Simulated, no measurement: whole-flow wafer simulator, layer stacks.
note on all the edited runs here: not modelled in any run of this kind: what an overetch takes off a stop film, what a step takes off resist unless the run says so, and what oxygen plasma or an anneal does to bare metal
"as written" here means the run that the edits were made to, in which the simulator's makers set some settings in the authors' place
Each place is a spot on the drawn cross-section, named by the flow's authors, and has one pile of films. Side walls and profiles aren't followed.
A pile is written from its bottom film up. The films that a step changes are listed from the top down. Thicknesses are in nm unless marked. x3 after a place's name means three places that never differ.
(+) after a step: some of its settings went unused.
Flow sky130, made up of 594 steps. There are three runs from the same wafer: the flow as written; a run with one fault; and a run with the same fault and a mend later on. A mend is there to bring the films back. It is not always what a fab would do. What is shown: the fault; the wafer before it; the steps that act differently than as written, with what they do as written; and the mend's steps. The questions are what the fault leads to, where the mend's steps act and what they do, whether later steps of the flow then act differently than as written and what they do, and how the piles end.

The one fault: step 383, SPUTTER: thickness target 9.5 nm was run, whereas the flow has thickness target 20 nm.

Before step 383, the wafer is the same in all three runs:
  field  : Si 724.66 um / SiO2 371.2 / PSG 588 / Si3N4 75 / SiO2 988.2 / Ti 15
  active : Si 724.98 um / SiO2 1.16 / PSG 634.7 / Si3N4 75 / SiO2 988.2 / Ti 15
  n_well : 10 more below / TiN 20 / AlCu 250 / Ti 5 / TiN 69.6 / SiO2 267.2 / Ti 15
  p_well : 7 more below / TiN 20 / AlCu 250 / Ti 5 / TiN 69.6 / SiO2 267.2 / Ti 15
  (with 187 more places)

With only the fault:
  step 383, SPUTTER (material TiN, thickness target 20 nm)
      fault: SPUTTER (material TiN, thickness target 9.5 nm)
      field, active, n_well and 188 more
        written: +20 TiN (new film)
        fault: +9.5 TiN (new film)
  Steps later in the flow that act otherwise than as written (4 more steps, not shown, differ only slightly: by at most 2% or 0.5 nm, whichever is larger):
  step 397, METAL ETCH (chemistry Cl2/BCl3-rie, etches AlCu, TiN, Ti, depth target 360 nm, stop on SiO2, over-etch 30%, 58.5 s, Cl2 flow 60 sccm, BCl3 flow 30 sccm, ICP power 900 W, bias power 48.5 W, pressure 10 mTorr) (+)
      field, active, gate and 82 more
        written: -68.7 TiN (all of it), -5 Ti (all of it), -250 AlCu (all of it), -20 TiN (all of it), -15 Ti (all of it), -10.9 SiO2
        fault: -68.7 TiN (all of it), -5 Ti (all of it), -250 AlCu (all of it), -9.5 TiN (all of it), -15 Ti (all of it), -12 SiO2
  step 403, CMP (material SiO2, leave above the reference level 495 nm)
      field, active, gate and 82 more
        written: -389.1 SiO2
        fault: -398.5 SiO2
  The piles end different from the flow's at n_well, p_well, gate_hv and 103 more by more than 2% or 0.5 nm, whichever is larger.
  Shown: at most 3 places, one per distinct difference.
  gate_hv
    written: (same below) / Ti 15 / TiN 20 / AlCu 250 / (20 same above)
    fault: (same below) / Ti 15 / TiN 9.5 / AlCu 250 / (20 same above)
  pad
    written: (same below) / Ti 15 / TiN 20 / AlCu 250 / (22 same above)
    fault: (same below) / Ti 15 / TiN 9.5 / AlCu 250 / (22 same above)
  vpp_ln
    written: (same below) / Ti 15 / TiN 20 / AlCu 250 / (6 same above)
    fault: (same below) / Ti 15 / TiN 9.5 / AlCu 250 / (6 same above)

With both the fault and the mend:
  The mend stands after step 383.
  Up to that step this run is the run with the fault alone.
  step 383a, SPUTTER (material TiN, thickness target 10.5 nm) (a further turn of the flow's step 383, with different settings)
      field, active, n_well and 188 more
        +10.5 TiN
  None of the later steps of the flow acts differently than as written at any place that is followed.
  The piles end the same as the flow's at every place that both follow.
